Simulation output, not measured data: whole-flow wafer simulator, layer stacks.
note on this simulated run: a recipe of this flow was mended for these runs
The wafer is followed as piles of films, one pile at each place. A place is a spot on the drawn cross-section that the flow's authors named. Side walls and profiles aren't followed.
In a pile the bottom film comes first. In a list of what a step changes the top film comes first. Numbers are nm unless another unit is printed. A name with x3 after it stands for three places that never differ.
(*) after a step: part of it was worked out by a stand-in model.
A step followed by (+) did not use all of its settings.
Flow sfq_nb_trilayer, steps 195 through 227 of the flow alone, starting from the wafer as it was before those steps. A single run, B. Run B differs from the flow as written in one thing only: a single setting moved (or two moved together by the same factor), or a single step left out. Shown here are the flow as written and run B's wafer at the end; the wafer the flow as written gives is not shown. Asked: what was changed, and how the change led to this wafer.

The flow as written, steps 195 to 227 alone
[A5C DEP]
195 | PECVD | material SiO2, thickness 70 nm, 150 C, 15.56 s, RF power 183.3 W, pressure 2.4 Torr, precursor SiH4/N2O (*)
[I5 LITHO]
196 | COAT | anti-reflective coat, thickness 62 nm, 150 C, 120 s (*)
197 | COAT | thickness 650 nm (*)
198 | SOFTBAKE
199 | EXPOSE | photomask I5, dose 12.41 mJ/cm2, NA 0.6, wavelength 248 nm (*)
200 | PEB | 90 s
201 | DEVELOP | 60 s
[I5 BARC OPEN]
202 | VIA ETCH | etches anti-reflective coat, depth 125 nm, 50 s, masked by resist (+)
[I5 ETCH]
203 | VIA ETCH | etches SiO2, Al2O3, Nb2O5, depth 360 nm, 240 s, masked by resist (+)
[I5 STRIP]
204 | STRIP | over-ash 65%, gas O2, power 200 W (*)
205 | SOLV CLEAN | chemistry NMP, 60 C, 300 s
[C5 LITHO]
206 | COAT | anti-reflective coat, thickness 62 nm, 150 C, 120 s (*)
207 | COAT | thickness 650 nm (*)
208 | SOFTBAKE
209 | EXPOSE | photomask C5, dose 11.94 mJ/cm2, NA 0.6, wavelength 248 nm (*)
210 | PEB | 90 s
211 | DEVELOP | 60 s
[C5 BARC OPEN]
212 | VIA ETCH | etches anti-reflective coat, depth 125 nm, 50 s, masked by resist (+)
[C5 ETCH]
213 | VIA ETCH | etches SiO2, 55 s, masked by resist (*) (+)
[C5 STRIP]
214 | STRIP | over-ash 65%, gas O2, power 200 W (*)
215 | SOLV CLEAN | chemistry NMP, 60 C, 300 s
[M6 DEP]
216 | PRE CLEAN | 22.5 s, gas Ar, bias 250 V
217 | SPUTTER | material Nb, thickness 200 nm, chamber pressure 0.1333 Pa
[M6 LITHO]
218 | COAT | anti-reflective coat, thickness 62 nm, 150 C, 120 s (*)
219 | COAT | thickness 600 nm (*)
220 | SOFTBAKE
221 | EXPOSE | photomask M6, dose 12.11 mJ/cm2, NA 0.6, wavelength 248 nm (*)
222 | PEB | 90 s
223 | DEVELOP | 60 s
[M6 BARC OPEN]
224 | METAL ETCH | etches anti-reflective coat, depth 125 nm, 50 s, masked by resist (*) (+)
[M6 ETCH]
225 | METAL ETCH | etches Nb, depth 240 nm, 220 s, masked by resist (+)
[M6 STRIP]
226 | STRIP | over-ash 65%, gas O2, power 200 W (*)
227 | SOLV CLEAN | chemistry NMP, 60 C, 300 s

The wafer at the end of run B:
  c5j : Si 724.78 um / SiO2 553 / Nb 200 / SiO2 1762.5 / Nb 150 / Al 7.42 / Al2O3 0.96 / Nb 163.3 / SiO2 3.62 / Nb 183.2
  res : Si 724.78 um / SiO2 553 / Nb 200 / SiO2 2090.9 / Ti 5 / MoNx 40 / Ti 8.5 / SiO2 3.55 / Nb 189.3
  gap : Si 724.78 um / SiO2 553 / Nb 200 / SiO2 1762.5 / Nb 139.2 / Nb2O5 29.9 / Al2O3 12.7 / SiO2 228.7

The reason: step 195, PECVD: thickness 95.38 nm was run, whereas the flow has thickness 70 nm; step 195, PECVD: 21.19 s was run, where the flow has 15.56 s.

Step by step, how the change led to this:
  195 | PECVD | material SiO2, thickness 70 nm, 150 C, 15.56 s, RF power 183.3 W, pressure 2.4 Torr, precursor SiH4/N2O (*)
      field_l, v_sur, via_wl and 92 more: +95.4 SiO2 (it would be, as written: +70 SiO2)
      ce_l, c5j, ce_r and 8 more: +95.4 SiO2 (new film) (it would be, as written: +70 SiO2 (new film))
  196 | COAT | anti-reflective coat, thickness 62 nm, 150 C, 120 s (*)
      r5r_line_l, r5r_line_c, r5r_line_r: +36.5 anti-reflective coat (new film) (it would be, as written: +35.5 anti-reflective coat (new film))
  203 | VIA ETCH | etches SiO2, Al2O3, Nb2O5, depth 360 nm, 240 s, masked by resist (+)
      be: -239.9 SiO2 (all of it), -12.7 Al2O3 (all of it), -29.9 Nb2O5 (all of it), -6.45 Nb (it would be, as written: -214.5 SiO2 (all of it), -12.7 Al2O3 (all of it), -29.9 Nb2O5 (all of it), -8.57 Nb)
  204 | STRIP | over-ash 65%, gas O2, power 200 W (*)
      r5r_line_l, r5r_line_c, r5r_line_r: -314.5 KrF-resist-other-grade (all of it), -36.5 anti-reflective coat (all of it) (it would be, as written: -314.5 KrF-resist-other-grade (all of it), -35.5 anti-reflective coat (all of it))
  206 | COAT | anti-reflective coat, thickness 62 nm, 150 C, 120 s (*)
      r5r_line_l, r5r_line_c, r5r_line_r: +36.5 anti-reflective coat (new film) (it would be, as written: +35.5 anti-reflective coat (new film))
      be: +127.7 anti-reflective coat (new film) (it would be, as written: +124.3 anti-reflective coat (new film))
  207 | COAT | thickness 650 nm (*)
      be: +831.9 KrF-resist-other-grade (new film) (it would be, as written: +815 KrF-resist-other-grade (new film))
  213 | VIA ETCH | etches SiO2, 55 s, masked by resist (*) (+)
      c5j: -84 SiO2 (it would be, as written: -69.7 SiO2 (all of it), -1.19 Nb)
      res: -84 SiO2 (it would be, as written: -69.7 SiO2 (all of it), -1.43 Ti)
  214 | STRIP | over-ash 65%, gas O2, power 200 W (*)
      r5r_line_l, r5r_line_c, r5r_line_r: -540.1 KrF-resist-other-grade (all of it), -36.5 anti-reflective coat (all of it) (it would be, as written: -540 KrF-resist-other-grade (all of it), -35.5 anti-reflective coat (all of it))
      be: -722.6 KrF-resist-other-grade (all of it), -127.7 anti-reflective coat (all of it) (it would be, as written: -705.8 KrF-resist-other-grade (all of it), -124.3 anti-reflective coat (all of it))
  216 | PRE CLEAN | 22.5 s, gas Ar, bias 250 V
      c5j: -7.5 SiO2 (it would be, as written: -6.45 Nb)
      res: -7.5 SiO2 (it would be, as written: -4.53 Ti)
  217 | SPUTTER | material Nb, thickness 200 nm, chamber pressure 0.1333 Pa
      c5j: +183.2 Nb (new film) (it would be, as written: +188.4 Nb)
      be: +140.7 Nb (it would be, as written: +145.8 Nb)
  218 | COAT | anti-reflective coat, thickness 62 nm, 150 C, 120 s (*)
      be: +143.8 anti-reflective coat (new film) (it would be, as written: +139.6 anti-reflective coat (new film))
      jj_sur: +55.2 anti-reflective coat (new film) (it would be, as written: +57.9 anti-reflective coat (new film))
      (also at 7 further places)
  219 | COAT | thickness 600 nm (*)
      be: +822 KrF-resist-other-grade (new film) (it would be, as written: +795.2 KrF-resist-other-grade (new film))
  226 | STRIP | over-ash 65%, gas O2, power 200 W (*)
      be: -586.1 KrF-resist-other-grade (all of it), -143.8 anti-reflective coat (all of it) (it would be, as written: -559.4 KrF-resist-other-grade (all of it), -139.6 anti-reflective coat (all of it))
      jj_sur: -363.6 KrF-resist-other-grade (all of it), -55.2 anti-reflective coat (all of it) (it would be, as written: -361.7 KrF-resist-other-grade (all of it), -57.9 anti-reflective coat (all of it))
      (also at 7 further places)
If metal films that touch count as one body, c5j has 4 bodies (between them, from the top down: SiO2 3.62; Al2O3 0.96; SiO2 1762.5); the flow as written gives 3 bodies (between them, from the top down: Al2O3 0.96; SiO2 1762.5).
If metal films that touch count as one body, res has 3 bodies (between them, from the top down: SiO2 3.55; SiO2 2090.9); the flow as written gives 2 bodies (between them, from the top down: SiO2 2090.9).
